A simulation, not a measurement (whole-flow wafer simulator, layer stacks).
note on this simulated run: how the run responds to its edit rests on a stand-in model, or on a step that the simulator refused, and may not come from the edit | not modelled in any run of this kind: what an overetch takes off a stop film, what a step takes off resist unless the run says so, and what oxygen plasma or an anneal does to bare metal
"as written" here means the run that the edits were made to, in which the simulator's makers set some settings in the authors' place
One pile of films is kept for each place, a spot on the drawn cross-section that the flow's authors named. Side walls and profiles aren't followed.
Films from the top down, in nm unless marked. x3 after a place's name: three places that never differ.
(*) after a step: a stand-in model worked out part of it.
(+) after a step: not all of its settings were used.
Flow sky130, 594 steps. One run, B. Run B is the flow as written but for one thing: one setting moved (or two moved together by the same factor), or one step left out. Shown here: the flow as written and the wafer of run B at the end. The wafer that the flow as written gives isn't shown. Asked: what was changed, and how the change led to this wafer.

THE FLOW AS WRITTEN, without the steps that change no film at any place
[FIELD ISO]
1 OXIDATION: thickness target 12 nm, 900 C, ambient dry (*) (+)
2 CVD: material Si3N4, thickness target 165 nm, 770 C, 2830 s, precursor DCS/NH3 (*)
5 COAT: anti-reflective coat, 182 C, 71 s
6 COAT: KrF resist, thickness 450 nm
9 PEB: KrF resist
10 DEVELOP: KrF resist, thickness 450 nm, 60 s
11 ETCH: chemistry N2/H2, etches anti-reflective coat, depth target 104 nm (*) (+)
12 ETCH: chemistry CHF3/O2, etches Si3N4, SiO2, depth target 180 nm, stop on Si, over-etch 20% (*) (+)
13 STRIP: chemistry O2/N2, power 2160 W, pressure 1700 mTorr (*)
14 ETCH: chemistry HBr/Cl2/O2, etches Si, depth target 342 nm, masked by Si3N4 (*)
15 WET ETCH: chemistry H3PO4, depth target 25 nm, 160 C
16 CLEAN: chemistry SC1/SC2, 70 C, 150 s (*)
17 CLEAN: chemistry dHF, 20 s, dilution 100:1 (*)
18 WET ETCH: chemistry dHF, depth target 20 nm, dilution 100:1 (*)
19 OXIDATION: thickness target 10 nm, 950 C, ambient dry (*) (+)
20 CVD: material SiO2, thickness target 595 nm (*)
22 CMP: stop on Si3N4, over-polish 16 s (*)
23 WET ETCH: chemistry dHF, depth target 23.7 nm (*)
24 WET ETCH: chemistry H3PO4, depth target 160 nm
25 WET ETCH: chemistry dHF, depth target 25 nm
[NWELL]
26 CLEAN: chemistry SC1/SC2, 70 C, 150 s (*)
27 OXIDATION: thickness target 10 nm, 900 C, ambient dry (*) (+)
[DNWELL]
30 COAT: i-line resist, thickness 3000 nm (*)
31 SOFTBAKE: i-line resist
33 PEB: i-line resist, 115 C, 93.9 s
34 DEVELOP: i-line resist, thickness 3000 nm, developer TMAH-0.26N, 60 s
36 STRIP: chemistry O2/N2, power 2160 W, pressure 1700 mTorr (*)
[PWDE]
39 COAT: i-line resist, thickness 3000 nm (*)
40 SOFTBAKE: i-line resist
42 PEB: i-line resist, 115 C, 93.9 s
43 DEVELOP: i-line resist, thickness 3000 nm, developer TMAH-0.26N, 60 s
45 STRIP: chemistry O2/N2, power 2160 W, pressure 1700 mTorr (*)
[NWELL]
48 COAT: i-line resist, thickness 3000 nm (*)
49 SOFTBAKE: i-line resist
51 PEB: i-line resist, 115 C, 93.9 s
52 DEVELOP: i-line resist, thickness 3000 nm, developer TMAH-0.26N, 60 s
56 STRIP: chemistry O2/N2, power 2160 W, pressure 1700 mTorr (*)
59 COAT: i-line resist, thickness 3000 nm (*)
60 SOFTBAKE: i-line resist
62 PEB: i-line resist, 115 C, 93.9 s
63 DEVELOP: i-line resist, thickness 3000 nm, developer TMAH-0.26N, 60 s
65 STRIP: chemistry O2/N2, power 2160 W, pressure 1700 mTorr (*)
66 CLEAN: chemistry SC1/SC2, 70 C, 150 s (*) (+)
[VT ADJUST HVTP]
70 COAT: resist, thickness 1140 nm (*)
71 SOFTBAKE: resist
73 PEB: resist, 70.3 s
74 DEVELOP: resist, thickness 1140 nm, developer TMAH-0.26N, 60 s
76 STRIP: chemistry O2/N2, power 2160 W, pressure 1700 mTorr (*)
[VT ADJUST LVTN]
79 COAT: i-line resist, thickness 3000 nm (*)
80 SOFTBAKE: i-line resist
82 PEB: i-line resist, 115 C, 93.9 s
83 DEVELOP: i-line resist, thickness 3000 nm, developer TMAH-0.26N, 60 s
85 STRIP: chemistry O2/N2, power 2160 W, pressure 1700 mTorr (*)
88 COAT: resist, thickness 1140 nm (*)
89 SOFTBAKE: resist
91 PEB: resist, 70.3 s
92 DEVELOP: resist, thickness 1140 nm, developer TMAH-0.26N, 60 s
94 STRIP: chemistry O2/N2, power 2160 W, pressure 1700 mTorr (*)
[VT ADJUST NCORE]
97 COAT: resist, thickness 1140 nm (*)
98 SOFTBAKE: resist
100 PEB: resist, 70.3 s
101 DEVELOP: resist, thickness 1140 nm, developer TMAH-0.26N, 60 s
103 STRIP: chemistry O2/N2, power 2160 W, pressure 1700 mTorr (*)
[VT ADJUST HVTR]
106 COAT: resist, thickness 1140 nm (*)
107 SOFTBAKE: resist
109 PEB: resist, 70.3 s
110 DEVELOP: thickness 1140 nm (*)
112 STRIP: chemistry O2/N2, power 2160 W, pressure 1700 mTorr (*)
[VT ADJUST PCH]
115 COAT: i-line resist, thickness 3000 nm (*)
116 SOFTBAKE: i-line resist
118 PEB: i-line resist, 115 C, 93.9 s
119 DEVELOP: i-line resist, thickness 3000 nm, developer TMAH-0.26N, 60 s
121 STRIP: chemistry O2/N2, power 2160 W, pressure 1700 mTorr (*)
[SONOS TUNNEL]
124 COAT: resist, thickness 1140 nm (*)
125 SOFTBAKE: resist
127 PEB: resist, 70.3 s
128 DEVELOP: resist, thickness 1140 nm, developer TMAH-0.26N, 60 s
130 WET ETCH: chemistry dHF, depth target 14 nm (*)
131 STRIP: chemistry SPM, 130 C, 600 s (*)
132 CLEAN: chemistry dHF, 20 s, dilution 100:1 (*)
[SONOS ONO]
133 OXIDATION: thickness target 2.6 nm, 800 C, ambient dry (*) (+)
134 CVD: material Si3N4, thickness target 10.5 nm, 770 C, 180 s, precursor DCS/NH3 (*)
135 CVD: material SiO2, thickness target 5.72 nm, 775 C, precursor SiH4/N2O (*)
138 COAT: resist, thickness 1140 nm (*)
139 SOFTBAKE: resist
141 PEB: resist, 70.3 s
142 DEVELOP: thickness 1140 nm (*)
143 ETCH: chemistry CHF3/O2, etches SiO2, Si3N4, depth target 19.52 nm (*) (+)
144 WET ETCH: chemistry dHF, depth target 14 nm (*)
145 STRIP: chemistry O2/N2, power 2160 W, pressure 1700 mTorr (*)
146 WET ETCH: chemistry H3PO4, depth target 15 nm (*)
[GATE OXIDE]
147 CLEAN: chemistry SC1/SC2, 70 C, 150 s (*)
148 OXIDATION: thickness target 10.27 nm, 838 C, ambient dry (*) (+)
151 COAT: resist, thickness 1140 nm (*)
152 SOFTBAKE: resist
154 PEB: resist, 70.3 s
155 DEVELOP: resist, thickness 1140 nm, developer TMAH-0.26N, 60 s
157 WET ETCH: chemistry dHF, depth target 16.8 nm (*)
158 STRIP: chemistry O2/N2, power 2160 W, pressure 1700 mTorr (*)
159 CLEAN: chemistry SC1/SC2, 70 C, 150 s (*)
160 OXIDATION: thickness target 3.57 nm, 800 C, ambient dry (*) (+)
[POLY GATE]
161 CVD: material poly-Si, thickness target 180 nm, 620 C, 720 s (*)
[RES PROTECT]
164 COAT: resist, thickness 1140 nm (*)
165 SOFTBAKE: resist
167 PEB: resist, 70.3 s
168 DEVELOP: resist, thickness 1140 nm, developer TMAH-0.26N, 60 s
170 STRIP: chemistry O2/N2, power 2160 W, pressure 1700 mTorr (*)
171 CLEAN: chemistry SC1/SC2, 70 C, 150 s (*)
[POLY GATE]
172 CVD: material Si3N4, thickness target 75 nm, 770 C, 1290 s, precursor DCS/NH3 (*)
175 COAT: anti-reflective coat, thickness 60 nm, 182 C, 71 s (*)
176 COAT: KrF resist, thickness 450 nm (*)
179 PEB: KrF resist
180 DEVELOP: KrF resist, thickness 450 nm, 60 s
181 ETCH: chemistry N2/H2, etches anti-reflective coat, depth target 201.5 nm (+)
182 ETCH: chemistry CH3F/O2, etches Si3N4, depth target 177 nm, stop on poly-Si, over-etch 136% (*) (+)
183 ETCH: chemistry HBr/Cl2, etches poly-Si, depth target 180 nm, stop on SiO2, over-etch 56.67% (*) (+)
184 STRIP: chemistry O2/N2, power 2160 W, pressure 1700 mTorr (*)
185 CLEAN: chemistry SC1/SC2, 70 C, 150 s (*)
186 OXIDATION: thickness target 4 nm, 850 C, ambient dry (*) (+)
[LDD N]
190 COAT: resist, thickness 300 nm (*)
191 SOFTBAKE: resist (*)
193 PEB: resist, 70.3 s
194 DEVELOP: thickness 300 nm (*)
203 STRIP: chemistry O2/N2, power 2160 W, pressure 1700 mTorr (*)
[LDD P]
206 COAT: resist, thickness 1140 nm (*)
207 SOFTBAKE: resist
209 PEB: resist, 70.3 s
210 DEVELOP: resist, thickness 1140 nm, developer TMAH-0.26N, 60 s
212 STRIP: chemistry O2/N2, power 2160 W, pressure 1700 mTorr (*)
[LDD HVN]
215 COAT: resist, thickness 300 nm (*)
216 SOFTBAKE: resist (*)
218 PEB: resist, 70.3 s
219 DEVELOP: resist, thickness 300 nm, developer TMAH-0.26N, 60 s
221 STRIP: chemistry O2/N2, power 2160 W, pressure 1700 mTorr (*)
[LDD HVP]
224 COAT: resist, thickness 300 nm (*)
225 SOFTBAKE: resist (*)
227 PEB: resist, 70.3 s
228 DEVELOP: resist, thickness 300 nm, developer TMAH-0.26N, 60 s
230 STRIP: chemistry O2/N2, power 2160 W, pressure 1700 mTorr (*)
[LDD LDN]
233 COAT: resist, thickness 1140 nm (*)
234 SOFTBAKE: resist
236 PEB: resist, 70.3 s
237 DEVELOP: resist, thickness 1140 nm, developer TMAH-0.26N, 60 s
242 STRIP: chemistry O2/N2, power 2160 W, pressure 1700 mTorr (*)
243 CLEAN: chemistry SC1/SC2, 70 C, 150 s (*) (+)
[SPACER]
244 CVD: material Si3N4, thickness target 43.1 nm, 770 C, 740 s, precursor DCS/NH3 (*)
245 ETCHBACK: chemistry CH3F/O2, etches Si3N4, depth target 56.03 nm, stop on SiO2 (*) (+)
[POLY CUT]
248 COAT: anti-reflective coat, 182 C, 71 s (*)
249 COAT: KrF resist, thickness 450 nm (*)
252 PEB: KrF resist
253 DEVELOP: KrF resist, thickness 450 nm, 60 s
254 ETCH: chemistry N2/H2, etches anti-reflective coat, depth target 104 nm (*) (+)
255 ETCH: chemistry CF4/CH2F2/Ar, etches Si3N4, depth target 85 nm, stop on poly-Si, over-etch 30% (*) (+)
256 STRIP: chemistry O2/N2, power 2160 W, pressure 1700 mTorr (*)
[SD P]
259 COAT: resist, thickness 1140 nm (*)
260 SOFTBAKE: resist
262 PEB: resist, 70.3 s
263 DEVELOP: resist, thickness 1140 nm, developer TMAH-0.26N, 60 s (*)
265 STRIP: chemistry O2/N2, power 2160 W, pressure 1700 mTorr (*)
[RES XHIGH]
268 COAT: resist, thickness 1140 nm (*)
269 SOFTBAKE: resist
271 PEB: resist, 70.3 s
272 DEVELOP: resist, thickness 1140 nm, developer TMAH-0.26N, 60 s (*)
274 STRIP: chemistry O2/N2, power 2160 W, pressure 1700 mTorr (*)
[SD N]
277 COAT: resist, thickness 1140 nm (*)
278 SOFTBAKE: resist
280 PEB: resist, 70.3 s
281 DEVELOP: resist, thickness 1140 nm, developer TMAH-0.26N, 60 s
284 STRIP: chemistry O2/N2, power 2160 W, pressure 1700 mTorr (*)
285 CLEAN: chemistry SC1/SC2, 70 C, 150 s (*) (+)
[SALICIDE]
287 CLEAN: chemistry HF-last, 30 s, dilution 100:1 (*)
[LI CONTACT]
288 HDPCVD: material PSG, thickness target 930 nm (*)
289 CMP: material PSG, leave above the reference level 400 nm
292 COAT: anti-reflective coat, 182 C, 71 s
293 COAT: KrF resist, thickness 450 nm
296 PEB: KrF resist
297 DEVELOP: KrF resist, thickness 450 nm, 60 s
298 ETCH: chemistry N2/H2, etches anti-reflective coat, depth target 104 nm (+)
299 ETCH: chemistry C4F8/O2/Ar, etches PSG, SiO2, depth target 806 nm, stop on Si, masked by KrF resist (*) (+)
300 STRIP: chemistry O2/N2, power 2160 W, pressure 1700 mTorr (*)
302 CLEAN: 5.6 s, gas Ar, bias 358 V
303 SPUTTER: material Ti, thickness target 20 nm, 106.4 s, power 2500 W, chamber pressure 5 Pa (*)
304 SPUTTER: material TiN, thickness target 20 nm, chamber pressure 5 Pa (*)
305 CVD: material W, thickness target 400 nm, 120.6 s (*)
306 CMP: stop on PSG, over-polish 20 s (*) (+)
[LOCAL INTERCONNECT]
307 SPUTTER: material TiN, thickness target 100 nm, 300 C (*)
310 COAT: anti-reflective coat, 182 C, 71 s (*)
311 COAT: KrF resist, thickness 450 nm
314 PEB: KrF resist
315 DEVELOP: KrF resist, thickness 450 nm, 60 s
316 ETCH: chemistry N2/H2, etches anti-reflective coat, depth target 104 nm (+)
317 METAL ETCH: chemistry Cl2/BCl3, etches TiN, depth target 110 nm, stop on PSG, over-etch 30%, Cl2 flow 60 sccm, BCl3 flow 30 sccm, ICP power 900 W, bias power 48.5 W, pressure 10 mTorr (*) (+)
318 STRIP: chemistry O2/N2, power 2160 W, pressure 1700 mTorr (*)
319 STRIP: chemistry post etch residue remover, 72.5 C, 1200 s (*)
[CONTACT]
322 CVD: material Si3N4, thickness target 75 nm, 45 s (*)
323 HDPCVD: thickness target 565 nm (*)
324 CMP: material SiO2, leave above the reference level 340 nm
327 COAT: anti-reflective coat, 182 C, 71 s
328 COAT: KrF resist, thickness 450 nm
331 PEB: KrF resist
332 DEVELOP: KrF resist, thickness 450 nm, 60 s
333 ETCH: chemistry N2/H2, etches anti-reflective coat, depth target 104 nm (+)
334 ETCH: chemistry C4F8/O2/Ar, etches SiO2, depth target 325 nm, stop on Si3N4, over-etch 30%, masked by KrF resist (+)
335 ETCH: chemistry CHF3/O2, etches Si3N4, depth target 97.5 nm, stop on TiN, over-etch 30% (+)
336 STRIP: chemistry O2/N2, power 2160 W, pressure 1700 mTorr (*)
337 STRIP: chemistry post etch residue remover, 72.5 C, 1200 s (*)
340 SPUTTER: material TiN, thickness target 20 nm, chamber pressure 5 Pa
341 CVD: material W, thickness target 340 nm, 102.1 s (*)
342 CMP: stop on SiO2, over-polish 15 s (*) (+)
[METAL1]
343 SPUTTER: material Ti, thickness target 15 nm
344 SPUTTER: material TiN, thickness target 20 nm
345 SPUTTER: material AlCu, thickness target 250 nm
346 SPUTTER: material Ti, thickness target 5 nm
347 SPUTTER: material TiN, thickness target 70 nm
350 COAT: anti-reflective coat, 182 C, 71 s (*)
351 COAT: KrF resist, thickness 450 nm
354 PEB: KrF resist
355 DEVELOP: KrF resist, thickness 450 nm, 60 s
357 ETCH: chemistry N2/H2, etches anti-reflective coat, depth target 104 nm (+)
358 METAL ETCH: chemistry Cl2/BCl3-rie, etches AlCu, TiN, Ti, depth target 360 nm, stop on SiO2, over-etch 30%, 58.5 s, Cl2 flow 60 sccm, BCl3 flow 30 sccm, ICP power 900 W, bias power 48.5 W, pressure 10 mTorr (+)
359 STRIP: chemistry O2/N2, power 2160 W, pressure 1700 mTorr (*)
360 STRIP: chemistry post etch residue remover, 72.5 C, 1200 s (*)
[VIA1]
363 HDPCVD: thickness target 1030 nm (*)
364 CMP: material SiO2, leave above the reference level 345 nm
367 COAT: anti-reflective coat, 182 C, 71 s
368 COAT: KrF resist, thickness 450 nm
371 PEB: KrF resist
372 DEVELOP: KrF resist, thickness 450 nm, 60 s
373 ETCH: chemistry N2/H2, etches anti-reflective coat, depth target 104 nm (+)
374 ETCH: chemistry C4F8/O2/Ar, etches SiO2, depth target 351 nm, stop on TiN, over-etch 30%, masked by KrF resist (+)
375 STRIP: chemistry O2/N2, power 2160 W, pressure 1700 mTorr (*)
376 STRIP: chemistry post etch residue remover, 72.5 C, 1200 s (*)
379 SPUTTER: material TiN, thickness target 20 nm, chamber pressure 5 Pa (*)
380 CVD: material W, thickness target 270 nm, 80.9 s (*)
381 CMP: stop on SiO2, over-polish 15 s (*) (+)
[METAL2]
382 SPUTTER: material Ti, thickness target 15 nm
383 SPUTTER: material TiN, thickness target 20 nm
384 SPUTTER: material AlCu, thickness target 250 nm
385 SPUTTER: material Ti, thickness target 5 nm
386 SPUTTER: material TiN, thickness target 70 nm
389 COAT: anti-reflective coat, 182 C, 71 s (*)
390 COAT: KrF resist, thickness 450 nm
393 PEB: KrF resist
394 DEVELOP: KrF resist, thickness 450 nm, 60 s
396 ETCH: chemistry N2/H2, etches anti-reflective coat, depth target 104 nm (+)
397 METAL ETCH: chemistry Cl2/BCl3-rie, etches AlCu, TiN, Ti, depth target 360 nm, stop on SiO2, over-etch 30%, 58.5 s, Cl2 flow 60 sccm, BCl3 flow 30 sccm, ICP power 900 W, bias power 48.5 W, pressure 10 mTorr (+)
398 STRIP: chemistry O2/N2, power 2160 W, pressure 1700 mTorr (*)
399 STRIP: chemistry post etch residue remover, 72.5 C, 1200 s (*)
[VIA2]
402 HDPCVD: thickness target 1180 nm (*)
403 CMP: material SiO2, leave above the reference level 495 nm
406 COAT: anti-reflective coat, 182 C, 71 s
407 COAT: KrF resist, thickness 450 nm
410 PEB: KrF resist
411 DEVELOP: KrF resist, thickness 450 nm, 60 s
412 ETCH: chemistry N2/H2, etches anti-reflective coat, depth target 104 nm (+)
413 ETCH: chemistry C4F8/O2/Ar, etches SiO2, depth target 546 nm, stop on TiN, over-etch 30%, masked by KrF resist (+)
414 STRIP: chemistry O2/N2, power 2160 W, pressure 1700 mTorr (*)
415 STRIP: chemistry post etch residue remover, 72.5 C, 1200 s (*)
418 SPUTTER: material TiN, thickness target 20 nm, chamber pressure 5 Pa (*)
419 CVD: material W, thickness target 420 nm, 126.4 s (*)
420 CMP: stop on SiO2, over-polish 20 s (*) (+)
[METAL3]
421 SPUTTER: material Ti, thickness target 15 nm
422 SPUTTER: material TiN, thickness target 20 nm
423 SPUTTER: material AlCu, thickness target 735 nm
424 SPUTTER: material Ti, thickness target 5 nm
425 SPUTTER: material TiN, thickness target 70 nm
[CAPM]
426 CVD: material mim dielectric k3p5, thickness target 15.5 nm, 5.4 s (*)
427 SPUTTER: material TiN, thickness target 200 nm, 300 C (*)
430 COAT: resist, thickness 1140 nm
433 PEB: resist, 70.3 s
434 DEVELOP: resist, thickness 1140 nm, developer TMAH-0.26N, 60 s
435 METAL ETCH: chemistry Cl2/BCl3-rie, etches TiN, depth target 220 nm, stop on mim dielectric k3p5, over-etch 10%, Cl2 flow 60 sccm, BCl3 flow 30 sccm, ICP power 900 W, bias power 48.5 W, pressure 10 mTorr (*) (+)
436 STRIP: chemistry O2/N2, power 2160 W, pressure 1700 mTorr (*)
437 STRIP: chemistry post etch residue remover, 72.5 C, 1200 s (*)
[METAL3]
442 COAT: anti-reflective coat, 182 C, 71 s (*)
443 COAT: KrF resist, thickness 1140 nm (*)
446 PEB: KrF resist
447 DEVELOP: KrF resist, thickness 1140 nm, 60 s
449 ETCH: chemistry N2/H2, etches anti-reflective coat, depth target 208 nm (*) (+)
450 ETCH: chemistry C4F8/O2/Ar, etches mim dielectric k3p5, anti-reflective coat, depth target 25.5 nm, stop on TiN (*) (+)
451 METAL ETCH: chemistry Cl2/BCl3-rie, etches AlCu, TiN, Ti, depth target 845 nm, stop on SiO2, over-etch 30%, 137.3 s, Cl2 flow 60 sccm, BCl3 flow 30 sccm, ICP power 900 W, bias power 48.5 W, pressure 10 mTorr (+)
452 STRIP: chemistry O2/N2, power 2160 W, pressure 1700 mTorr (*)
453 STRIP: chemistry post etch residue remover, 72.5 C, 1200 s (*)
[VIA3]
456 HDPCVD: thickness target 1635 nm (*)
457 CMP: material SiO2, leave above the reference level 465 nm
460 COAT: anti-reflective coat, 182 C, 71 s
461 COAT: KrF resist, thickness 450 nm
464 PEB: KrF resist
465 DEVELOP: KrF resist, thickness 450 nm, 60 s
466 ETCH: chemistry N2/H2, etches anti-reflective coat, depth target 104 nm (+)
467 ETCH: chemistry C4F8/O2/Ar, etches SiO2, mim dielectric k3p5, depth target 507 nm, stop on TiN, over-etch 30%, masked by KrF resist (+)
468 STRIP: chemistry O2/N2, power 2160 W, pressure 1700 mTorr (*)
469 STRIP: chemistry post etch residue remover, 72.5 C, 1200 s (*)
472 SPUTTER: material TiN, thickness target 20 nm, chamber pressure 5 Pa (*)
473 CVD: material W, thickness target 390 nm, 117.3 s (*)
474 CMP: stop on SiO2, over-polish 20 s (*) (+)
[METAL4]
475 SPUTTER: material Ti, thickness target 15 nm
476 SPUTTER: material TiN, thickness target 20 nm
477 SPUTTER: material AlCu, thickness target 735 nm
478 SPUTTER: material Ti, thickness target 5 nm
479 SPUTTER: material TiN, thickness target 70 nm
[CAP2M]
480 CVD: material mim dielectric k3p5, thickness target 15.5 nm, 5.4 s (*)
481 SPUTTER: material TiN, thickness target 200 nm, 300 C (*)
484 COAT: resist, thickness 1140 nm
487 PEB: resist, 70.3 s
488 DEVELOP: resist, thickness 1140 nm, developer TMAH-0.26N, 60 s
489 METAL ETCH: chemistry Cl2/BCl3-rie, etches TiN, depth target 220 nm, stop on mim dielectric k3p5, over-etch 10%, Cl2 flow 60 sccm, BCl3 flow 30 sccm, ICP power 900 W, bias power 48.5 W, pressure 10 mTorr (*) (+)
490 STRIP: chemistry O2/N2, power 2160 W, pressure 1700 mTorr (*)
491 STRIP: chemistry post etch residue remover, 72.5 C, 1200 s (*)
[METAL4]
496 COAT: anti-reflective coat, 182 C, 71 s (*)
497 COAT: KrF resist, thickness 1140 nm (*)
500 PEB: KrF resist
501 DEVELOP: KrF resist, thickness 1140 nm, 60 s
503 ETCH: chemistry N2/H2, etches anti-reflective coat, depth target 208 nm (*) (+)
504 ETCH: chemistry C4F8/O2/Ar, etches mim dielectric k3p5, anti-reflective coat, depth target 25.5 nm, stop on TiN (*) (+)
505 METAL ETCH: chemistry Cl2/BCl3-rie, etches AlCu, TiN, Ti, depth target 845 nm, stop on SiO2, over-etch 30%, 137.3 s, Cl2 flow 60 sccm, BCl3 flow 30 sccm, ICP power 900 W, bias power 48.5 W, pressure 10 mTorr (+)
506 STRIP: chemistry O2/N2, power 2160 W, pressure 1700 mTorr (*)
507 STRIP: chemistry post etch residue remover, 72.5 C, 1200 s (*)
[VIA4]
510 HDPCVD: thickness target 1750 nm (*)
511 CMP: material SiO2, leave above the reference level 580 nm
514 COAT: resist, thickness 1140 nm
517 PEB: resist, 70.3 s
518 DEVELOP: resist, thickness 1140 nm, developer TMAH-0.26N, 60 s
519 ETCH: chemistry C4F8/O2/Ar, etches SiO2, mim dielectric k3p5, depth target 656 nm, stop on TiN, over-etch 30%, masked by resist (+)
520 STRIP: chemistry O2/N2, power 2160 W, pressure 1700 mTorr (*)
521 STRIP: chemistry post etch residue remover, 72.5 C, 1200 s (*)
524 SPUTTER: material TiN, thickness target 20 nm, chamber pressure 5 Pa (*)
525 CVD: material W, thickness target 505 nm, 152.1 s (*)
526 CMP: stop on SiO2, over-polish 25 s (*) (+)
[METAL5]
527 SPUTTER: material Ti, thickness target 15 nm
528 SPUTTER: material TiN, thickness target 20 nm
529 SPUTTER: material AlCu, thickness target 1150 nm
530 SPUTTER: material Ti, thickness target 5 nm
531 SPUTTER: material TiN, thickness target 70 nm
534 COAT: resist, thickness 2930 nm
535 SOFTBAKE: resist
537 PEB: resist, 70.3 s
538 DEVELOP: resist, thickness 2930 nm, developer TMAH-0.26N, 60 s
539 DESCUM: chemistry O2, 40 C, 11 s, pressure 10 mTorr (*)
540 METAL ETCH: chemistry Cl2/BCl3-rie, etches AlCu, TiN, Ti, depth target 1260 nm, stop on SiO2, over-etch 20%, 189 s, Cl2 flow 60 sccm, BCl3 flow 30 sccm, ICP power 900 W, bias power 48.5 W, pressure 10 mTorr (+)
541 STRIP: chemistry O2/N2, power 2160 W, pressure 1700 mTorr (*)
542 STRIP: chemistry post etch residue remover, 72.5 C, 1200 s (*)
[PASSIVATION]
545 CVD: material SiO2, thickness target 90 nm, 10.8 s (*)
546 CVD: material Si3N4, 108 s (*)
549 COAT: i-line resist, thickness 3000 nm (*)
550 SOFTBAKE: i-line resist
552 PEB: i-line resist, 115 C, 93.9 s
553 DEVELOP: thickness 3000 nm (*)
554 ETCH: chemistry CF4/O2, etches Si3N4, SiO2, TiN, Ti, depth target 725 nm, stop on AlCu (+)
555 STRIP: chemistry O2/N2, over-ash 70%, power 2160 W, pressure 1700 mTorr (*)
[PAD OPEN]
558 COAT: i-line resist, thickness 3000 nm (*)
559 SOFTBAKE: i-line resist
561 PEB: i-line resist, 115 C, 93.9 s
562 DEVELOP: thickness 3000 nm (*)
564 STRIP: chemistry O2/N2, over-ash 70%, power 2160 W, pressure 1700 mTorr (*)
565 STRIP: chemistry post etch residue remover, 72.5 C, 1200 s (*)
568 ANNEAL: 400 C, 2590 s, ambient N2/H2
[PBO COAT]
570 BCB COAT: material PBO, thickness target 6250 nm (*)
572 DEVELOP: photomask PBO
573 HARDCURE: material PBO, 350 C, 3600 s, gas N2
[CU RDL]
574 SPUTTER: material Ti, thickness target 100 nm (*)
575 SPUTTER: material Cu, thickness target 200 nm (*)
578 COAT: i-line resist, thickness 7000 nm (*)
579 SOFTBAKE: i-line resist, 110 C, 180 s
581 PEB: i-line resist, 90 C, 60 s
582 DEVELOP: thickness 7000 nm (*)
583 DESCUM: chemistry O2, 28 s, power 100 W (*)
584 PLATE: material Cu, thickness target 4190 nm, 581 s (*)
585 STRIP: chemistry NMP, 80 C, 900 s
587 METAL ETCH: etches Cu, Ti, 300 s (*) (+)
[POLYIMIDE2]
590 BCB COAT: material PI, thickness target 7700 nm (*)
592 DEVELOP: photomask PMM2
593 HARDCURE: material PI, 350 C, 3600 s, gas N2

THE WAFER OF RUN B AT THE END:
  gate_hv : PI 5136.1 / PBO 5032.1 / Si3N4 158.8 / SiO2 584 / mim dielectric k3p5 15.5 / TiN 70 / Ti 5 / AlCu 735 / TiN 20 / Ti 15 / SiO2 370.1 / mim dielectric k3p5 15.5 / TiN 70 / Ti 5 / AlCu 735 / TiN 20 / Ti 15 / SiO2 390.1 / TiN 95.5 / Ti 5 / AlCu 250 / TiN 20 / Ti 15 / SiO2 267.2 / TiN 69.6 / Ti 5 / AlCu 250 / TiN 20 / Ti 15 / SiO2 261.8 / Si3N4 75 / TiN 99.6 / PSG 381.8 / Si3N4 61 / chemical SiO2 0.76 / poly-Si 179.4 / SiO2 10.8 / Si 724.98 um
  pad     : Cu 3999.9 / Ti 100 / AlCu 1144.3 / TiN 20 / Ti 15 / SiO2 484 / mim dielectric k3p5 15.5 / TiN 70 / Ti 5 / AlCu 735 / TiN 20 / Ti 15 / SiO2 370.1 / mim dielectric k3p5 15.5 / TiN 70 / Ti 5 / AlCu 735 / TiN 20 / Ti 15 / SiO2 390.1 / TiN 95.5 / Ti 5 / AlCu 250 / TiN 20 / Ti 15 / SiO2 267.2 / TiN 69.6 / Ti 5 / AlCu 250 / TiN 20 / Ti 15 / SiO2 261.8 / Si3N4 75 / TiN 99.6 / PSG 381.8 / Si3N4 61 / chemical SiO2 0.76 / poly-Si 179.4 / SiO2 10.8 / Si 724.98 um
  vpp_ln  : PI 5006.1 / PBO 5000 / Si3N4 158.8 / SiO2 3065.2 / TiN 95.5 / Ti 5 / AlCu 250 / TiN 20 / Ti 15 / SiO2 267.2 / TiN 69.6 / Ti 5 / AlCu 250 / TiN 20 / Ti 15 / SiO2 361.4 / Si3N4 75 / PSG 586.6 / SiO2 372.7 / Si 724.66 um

The cause: step 386, SPUTTER: thickness target 95.9 nm was run, where the flow has thickness target 70 nm.

How the change led to this, step by step:
  386 SPUTTER: material TiN, thickness target 70 nm
      field, active, n_well and 188 more: TiN +95.9 (new film) (as written it would be: TiN +70 (new film))
  397 METAL ETCH: chemistry Cl2/BCl3-rie, etches AlCu, TiN, Ti, depth target 360 nm, stop on SiO2, over-etch 30%, 58.5 s, Cl2 flow 60 sccm, BCl3 flow 30 sccm, ICP power 900 W, bias power 48.5 W, pressure 10 mTorr (+)
      field, active, gate and 82 more: TiN -94.6 (all of it), Ti -5 (all of it), AlCu -250 (all of it), TiN -20 (all of it), Ti -15 (all of it), SiO2 -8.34 (as written it would be: TiN -68.7 (all of it), Ti -5 (all of it), AlCu -250 (all of it), TiN -20 (all of it), Ti -15 (all of it), SiO2 -10.9)
  403 CMP: material SiO2, leave above the reference level 495 nm
      n_well, p_well, gate_hv and 101 more: SiO2 -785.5 (as written it would be: SiO2 -759.6)
      m1, via1_hole: SiO2 -785 (as written it would be: SiO2 -759.1)
  413 ETCH: chemistry C4F8/O2/Ar, etches SiO2, depth target 546 nm, stop on TiN, over-etch 30%, masked by KrF resist (+)
      field, active, n_well and 186 more: KrF resist -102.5 (as written it would be: KrF resist -109.2)
      m1: SiO2 -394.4 (all of it) (as written it would be: SiO2 -420.3 (all of it))
      (and at 1 more place)
  414 STRIP: chemistry O2/N2, power 2160 W, pressure 1700 mTorr (*)
      field, active, n_well and 186 more: KrF resist -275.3 (all of it), anti-reflective coat -80 (all of it) (as written it would be: KrF resist -268.6 (all of it), anti-reflective coat -80 (all of it))
  419 CVD: material W, thickness target 420 nm, 126.4 s (*)
      m1: W +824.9 (new film) (as written it would be: W +851.1 (new film))
      via2_hole: W +824.4 (new film) (as written it would be: W +850.7 (new film))
